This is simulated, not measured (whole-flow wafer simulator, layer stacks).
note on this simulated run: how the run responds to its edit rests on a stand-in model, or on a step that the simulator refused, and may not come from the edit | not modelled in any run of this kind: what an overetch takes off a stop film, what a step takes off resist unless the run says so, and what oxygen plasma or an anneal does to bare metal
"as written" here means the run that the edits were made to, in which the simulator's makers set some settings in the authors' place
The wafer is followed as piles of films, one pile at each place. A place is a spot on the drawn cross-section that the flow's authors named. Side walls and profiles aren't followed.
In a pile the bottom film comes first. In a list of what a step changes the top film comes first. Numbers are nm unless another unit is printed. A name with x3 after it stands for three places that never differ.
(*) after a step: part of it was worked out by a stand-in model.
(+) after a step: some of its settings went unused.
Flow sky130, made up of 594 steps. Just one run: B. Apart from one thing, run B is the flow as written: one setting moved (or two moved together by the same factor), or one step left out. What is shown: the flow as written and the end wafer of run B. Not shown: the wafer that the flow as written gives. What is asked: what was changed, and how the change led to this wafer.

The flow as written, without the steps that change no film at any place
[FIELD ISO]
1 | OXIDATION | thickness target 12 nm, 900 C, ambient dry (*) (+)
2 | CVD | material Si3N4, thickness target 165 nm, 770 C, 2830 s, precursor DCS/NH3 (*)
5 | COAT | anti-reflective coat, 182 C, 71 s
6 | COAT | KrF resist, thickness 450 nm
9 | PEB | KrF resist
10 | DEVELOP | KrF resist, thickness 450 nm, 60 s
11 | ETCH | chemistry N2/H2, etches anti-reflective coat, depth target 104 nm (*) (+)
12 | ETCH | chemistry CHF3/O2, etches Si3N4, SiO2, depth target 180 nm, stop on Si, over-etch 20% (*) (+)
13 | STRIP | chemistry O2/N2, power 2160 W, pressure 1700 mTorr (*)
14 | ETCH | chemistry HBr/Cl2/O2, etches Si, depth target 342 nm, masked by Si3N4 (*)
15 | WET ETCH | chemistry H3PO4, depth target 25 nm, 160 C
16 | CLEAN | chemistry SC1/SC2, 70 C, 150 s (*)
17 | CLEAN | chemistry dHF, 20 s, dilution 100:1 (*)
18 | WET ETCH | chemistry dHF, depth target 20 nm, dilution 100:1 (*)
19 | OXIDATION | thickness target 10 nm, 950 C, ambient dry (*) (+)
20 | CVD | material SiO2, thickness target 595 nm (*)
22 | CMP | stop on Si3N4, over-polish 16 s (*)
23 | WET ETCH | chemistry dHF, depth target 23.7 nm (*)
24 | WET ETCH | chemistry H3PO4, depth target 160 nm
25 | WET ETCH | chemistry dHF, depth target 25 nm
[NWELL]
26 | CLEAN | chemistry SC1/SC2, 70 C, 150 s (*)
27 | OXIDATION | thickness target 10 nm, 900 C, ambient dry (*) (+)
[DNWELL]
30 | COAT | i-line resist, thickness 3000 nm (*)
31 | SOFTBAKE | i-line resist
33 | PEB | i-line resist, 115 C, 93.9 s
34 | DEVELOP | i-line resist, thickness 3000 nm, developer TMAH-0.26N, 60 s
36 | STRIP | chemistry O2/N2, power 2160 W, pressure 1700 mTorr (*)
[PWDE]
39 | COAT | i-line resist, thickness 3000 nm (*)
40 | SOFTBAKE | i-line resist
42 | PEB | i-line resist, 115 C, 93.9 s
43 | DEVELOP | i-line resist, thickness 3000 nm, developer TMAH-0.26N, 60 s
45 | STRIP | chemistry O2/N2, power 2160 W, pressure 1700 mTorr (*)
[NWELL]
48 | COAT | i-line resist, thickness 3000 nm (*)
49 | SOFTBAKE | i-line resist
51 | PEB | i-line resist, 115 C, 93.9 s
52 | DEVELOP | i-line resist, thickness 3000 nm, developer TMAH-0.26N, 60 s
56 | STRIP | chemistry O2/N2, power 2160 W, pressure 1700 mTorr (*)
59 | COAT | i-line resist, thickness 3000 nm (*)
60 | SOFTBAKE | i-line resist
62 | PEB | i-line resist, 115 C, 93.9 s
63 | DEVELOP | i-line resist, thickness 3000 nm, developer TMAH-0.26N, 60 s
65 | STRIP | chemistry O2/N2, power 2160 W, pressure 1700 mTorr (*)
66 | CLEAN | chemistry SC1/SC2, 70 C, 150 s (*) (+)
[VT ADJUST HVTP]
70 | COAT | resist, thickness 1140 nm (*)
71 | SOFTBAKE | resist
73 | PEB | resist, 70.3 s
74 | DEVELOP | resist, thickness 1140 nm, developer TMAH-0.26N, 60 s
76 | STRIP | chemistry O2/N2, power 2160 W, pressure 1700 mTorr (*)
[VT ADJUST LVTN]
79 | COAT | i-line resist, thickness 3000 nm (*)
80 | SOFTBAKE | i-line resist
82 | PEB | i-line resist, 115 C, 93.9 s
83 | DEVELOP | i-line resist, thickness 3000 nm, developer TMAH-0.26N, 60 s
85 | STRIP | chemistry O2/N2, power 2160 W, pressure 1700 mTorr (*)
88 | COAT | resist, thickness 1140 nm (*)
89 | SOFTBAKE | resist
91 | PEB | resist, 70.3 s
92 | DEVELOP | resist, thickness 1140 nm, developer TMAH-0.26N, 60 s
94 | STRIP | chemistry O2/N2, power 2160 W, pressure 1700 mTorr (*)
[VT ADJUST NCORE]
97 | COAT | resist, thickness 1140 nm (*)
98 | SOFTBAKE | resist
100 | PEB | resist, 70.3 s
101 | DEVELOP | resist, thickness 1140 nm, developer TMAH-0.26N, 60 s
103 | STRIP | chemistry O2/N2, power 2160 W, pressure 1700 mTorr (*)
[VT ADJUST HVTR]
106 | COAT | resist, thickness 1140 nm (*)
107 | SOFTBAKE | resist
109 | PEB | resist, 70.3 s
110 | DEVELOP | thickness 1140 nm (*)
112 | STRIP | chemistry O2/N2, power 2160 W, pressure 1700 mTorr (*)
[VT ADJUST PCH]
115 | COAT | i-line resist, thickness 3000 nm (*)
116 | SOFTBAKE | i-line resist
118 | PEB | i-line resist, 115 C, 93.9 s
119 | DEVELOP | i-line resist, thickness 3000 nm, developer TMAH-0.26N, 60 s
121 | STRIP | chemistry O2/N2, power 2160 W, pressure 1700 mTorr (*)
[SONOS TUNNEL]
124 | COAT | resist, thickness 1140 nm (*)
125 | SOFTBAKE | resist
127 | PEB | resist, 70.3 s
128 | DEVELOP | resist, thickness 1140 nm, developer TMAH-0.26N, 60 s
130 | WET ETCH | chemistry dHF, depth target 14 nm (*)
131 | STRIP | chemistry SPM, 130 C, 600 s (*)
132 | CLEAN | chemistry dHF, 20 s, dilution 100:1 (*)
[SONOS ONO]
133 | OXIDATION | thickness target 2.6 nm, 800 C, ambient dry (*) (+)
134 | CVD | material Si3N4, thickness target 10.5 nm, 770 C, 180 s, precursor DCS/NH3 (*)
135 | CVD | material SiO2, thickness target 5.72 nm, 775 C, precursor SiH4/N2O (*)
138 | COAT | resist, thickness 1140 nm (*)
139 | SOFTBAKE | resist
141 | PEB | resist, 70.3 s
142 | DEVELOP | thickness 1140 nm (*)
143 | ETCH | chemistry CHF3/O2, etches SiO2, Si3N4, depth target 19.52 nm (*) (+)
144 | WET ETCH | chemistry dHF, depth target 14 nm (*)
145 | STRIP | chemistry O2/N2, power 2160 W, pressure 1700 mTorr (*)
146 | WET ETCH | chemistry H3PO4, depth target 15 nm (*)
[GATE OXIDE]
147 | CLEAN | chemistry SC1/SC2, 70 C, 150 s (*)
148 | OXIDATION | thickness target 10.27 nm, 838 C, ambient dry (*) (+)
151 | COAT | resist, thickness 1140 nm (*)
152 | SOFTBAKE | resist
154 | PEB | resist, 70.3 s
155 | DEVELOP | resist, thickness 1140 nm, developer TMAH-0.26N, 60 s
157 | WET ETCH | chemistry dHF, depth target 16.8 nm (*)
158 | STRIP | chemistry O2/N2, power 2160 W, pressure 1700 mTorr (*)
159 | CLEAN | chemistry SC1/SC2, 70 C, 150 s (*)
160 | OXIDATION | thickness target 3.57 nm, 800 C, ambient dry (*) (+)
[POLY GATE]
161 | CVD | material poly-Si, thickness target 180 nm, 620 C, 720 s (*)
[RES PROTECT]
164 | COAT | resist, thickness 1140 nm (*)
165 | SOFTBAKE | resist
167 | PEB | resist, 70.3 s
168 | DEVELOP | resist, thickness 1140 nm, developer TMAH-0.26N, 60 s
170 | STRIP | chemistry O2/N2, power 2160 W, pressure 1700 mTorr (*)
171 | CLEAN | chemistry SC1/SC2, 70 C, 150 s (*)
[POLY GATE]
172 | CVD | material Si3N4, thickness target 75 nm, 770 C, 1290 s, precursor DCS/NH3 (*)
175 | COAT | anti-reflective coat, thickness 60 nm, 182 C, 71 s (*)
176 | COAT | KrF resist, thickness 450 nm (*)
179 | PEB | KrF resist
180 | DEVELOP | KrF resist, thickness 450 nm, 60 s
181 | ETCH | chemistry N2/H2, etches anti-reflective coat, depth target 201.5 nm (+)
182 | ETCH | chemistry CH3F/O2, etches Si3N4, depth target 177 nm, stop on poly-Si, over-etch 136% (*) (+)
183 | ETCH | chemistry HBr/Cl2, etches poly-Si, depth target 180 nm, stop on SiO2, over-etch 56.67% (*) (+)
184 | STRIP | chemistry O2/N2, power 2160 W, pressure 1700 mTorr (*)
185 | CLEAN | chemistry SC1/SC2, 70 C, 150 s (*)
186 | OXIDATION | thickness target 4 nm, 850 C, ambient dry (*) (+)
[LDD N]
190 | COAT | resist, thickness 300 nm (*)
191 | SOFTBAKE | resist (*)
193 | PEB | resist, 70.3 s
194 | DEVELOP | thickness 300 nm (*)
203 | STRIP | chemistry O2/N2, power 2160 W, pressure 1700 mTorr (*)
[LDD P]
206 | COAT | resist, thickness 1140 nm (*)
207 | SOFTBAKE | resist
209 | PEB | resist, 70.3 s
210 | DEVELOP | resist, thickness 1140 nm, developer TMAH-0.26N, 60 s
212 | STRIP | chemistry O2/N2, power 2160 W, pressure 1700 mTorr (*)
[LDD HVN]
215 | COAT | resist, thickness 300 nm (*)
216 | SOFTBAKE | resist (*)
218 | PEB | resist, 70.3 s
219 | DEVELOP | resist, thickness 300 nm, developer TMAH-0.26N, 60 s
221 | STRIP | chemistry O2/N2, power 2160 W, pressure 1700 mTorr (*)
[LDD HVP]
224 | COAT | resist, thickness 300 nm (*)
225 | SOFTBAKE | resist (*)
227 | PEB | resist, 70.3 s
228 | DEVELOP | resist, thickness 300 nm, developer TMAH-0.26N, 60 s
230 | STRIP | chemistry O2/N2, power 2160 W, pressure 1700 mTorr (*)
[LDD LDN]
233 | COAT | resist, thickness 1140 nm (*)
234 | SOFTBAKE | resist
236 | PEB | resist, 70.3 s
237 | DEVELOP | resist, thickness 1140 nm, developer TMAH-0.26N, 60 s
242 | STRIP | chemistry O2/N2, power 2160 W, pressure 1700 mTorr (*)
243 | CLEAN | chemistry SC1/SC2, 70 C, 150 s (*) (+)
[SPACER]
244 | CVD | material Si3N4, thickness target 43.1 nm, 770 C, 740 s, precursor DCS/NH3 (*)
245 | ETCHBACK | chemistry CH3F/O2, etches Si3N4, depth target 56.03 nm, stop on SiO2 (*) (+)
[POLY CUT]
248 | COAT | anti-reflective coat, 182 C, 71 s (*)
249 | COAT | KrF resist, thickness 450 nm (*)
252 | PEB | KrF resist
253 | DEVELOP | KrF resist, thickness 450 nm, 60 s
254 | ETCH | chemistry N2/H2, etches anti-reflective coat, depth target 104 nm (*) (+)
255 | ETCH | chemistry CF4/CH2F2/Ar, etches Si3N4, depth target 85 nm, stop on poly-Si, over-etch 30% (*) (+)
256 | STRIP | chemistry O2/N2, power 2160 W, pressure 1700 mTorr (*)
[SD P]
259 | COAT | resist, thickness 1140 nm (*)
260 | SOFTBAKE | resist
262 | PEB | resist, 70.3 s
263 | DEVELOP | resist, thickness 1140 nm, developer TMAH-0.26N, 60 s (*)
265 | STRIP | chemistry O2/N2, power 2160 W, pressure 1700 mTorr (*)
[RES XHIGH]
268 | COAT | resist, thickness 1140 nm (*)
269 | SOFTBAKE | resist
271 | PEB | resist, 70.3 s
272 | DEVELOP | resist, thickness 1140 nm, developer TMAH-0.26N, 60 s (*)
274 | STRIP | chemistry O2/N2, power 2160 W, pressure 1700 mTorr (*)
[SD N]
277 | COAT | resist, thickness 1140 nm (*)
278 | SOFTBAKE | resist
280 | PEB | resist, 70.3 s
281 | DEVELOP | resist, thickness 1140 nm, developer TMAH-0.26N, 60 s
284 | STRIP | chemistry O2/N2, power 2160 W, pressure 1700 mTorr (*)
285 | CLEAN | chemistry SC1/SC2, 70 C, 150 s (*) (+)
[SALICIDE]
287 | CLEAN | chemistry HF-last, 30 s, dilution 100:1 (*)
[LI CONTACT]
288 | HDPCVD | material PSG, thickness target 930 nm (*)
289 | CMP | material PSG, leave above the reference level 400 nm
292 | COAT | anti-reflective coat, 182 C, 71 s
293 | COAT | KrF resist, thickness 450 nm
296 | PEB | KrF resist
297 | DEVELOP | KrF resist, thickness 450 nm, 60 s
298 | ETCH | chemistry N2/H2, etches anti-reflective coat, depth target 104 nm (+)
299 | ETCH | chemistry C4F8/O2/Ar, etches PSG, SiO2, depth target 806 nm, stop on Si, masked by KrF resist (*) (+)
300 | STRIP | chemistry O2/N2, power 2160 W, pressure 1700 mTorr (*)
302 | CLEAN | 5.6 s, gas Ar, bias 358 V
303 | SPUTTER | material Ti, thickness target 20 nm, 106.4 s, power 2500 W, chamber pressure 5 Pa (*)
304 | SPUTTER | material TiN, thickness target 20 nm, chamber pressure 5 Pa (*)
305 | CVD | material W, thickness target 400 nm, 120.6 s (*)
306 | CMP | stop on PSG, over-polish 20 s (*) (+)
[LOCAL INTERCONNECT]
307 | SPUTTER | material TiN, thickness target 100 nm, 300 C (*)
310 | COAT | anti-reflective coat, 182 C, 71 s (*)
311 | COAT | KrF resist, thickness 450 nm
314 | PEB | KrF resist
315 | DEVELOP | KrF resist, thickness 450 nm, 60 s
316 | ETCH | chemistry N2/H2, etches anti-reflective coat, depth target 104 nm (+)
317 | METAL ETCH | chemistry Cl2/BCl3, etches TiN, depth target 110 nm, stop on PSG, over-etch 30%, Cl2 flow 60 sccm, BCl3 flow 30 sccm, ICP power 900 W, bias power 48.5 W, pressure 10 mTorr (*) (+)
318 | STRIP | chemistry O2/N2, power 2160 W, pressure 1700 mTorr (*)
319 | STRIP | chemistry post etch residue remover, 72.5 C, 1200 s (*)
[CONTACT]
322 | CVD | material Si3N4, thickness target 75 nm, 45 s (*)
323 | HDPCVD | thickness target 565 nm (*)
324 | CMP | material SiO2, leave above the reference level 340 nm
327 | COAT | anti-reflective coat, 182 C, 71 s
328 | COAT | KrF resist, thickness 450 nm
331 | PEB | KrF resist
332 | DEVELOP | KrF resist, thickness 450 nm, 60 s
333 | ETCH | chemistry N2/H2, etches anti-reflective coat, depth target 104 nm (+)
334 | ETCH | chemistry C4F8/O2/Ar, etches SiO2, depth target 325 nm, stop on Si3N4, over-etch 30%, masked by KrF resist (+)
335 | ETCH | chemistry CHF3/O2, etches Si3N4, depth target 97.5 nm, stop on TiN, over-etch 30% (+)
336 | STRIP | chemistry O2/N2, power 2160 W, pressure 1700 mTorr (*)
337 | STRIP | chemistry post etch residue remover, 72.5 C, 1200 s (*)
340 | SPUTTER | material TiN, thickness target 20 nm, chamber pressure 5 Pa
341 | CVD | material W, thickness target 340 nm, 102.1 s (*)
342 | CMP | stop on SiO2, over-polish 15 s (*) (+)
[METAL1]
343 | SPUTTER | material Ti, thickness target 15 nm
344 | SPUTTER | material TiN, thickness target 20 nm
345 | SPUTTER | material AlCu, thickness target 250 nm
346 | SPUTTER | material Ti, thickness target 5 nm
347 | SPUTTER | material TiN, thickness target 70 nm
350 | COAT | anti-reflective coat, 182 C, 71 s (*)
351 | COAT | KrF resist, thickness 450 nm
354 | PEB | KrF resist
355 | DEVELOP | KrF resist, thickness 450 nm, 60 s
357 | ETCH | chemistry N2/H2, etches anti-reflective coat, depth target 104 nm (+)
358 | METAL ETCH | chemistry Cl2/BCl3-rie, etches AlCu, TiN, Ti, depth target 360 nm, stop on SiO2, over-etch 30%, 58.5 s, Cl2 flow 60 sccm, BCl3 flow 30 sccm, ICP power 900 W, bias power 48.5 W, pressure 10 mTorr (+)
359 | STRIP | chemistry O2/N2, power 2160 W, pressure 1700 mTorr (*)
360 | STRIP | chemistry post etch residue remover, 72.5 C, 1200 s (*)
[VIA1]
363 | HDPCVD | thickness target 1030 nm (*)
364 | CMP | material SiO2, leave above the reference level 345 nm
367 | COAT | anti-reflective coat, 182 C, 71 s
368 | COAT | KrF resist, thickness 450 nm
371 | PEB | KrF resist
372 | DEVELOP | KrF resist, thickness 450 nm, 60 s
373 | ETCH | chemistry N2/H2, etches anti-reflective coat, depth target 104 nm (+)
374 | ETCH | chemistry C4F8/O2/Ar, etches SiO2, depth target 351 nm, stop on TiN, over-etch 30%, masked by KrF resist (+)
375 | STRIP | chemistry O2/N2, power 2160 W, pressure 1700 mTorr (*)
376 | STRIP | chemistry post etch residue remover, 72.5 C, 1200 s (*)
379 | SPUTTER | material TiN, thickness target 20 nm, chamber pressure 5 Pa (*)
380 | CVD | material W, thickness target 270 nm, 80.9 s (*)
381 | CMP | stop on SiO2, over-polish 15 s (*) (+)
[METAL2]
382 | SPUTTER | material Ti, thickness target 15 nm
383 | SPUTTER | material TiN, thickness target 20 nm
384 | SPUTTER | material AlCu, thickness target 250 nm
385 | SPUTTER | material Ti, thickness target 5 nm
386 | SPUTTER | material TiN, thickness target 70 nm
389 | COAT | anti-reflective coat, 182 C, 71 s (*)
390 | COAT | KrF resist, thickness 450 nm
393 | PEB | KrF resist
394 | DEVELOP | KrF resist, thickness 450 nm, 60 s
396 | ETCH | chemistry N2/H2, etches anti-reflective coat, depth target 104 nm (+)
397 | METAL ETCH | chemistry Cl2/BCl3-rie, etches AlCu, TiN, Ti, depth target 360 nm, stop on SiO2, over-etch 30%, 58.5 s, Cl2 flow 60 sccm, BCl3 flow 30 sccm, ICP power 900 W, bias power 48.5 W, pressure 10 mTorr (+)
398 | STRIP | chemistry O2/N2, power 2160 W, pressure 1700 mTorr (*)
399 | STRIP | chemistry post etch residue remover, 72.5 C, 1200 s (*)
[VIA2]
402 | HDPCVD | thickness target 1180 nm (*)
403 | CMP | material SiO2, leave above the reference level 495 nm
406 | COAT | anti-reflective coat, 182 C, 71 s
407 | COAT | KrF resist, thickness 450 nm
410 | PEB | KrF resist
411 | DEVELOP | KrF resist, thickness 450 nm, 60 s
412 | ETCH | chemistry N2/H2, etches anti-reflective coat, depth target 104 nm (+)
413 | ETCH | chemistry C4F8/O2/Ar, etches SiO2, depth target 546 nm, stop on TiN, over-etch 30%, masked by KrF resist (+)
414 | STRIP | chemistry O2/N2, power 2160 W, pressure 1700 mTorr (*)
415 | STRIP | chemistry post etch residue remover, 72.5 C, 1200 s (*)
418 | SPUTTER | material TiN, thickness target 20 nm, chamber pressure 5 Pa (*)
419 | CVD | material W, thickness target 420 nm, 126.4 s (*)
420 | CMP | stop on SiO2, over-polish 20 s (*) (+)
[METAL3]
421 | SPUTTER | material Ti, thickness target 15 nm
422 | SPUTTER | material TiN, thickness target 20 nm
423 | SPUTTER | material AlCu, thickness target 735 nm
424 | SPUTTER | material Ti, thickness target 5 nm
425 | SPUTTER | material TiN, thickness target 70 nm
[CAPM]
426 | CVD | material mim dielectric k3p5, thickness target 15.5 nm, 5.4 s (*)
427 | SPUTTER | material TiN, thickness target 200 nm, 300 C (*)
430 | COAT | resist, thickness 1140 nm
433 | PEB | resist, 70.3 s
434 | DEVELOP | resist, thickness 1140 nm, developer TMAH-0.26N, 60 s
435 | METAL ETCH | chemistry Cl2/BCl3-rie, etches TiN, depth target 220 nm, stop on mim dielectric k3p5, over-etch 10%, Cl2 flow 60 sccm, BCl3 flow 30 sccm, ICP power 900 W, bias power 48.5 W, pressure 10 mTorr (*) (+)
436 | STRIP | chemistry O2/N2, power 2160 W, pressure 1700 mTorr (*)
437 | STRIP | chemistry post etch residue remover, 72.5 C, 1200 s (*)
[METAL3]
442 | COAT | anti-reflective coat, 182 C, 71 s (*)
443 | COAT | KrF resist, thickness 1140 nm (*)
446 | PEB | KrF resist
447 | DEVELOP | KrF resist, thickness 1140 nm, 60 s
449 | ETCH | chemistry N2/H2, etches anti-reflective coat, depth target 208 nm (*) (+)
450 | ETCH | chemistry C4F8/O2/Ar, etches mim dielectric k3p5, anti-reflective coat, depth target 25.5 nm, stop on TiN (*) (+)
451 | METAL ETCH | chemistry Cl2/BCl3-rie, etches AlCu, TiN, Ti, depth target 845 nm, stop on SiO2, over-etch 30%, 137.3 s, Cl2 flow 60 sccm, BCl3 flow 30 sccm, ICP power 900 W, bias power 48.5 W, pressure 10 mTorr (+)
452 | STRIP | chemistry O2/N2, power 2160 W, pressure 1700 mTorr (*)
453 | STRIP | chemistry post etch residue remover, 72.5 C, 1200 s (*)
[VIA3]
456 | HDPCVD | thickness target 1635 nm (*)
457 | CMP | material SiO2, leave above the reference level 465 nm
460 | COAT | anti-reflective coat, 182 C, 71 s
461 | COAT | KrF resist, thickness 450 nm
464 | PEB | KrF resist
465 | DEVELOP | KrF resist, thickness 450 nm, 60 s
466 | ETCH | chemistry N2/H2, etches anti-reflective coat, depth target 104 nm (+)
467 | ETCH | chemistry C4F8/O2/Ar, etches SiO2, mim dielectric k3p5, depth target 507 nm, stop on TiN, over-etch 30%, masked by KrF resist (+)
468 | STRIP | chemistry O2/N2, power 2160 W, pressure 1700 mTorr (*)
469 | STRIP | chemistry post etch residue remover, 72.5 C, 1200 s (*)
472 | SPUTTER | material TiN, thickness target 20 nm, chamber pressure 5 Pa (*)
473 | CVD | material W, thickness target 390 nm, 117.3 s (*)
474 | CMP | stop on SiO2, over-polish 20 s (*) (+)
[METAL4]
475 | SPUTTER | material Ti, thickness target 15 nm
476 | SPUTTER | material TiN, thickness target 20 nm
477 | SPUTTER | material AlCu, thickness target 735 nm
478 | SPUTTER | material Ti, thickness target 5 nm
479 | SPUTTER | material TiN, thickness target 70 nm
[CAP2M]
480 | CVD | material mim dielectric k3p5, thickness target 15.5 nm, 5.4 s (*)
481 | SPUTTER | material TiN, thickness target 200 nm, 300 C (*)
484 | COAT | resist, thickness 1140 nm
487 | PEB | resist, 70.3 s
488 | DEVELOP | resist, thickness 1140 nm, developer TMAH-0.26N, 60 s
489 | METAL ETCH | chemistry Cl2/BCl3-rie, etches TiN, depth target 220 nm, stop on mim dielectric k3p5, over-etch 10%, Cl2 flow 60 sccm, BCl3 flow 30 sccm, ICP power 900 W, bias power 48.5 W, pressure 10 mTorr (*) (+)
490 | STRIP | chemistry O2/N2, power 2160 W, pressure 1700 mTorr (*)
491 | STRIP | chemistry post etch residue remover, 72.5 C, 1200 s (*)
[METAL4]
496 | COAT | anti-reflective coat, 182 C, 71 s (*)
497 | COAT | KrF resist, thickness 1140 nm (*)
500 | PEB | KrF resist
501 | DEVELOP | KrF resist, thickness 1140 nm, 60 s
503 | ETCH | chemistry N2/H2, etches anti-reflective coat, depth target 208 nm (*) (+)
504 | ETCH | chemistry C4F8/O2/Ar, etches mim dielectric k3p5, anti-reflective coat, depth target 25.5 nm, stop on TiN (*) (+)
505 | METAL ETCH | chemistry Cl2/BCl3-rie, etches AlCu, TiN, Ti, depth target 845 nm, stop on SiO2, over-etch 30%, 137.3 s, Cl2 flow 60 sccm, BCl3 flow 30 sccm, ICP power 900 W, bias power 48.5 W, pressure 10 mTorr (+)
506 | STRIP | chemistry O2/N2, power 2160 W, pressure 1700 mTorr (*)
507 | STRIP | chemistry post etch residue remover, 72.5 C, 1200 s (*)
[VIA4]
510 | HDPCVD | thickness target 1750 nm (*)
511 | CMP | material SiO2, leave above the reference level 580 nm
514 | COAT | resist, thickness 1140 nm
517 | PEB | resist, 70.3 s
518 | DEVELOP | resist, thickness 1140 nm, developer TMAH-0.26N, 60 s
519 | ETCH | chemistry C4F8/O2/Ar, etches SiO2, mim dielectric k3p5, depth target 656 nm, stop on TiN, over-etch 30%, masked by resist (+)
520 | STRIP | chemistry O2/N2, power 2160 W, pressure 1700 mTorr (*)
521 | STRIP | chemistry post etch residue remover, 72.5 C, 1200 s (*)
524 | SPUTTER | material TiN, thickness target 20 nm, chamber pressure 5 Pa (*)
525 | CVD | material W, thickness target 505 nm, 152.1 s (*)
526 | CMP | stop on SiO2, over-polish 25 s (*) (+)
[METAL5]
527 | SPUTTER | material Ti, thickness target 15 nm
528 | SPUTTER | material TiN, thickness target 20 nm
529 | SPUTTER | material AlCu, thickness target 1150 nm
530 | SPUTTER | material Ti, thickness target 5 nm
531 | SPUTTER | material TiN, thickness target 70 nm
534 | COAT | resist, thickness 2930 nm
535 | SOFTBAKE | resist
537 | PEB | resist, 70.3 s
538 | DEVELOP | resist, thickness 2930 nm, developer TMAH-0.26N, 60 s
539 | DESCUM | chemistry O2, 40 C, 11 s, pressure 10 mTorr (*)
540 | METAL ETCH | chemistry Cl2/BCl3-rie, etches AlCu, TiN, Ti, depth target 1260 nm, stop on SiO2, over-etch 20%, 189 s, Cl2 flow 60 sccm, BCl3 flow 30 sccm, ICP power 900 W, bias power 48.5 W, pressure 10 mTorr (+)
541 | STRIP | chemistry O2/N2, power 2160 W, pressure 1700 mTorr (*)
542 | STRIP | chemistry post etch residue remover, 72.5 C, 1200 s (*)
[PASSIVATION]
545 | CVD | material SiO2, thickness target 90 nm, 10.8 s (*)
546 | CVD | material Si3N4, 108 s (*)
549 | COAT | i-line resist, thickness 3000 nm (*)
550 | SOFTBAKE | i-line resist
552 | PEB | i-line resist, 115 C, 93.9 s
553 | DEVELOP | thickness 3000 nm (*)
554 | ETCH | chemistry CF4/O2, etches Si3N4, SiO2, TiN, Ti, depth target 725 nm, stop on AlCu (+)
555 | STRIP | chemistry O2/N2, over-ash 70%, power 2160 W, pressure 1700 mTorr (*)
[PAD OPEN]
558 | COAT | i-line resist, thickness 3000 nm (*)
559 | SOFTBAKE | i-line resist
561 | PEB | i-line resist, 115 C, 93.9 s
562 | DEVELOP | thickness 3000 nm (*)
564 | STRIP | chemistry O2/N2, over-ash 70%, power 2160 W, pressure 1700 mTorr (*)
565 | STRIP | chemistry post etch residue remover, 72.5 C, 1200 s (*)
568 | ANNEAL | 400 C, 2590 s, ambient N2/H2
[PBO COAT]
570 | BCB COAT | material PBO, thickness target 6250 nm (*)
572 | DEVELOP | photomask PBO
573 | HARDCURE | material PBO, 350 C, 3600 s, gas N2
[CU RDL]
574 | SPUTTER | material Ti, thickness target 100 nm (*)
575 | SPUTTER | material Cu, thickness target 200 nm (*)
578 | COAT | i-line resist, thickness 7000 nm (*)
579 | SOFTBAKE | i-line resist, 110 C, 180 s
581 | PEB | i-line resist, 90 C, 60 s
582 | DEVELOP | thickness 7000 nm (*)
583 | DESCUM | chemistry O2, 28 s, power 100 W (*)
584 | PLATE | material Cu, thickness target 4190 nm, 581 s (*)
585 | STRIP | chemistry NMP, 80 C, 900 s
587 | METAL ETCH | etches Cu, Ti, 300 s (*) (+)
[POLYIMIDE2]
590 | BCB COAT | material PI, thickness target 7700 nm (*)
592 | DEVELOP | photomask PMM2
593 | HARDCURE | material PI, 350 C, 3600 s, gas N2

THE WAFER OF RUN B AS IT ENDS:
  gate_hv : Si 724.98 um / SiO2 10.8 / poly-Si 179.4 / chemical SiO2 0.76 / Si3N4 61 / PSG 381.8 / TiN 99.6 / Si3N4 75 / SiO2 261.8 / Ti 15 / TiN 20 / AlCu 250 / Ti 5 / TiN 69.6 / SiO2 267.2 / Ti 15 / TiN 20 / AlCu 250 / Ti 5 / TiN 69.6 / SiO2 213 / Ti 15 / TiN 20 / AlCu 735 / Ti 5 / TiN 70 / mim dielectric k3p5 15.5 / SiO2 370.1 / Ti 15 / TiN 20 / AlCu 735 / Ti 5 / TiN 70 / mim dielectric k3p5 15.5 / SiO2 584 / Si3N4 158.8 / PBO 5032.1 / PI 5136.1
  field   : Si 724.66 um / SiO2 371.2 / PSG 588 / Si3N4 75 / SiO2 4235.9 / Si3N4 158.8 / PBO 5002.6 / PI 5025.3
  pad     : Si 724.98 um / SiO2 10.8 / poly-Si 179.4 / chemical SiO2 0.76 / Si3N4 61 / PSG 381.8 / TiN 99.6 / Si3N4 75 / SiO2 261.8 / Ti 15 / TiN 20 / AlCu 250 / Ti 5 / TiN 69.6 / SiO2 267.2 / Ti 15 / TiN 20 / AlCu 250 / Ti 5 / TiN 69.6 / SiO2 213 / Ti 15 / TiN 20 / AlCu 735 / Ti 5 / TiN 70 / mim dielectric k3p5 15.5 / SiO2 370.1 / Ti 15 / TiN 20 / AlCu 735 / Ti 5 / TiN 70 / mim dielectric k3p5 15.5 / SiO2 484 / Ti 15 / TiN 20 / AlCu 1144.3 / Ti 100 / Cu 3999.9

The reason: step 403, CMP: leave above the reference level 292 nm was run, whereas the flow has leave above the reference level 495 nm.

The path from the change to this, step by step:
  403 | CMP | material SiO2, leave above the reference level 495 nm
      n_well, p_well, gate_hv and 101 more: SiO2 loses 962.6 (it would be, as written: SiO2 loses 759.6)
      field, active, gate and 82 more: SiO2 loses 592.1 (it would be, as written: SiO2 loses 389.1)
      (as well as at 2 more places)
  413 | ETCH | chemistry C4F8/O2/Ar, etches SiO2, depth target 546 nm, stop on TiN, over-etch 30%, masked by KrF resist (+)
      field, active, n_well and 186 more: KrF resist loses 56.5 (it would be, as written: KrF resist loses 109.2)
      m1: SiO2 loses 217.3 (all of it) (it would be, as written: SiO2 loses 420.3 (all of it))
      (as well as at 1 more place)
  414 | STRIP | chemistry O2/N2, power 2160 W, pressure 1700 mTorr (*)
      field, active, n_well and 186 more: KrF resist loses 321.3 (all of it), anti-reflective coat loses 80 (all of it) (it would be, as written: KrF resist loses 268.6 (all of it), anti-reflective coat loses 80 (all of it))
  418 | SPUTTER | material TiN, thickness target 20 nm, chamber pressure 5 Pa (*)
      m1, via2_hole: TiN gains 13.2 (it would be, as written: TiN gains 10.2)
  419 | CVD | material W, thickness target 420 nm, 126.4 s (*)
      m1: W gains 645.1 (new film) (it would be, as written: W gains 851.1 (new film))
      via2_hole: W gains 644.6 (new film) (it would be, as written: W gains 850.7 (new film))
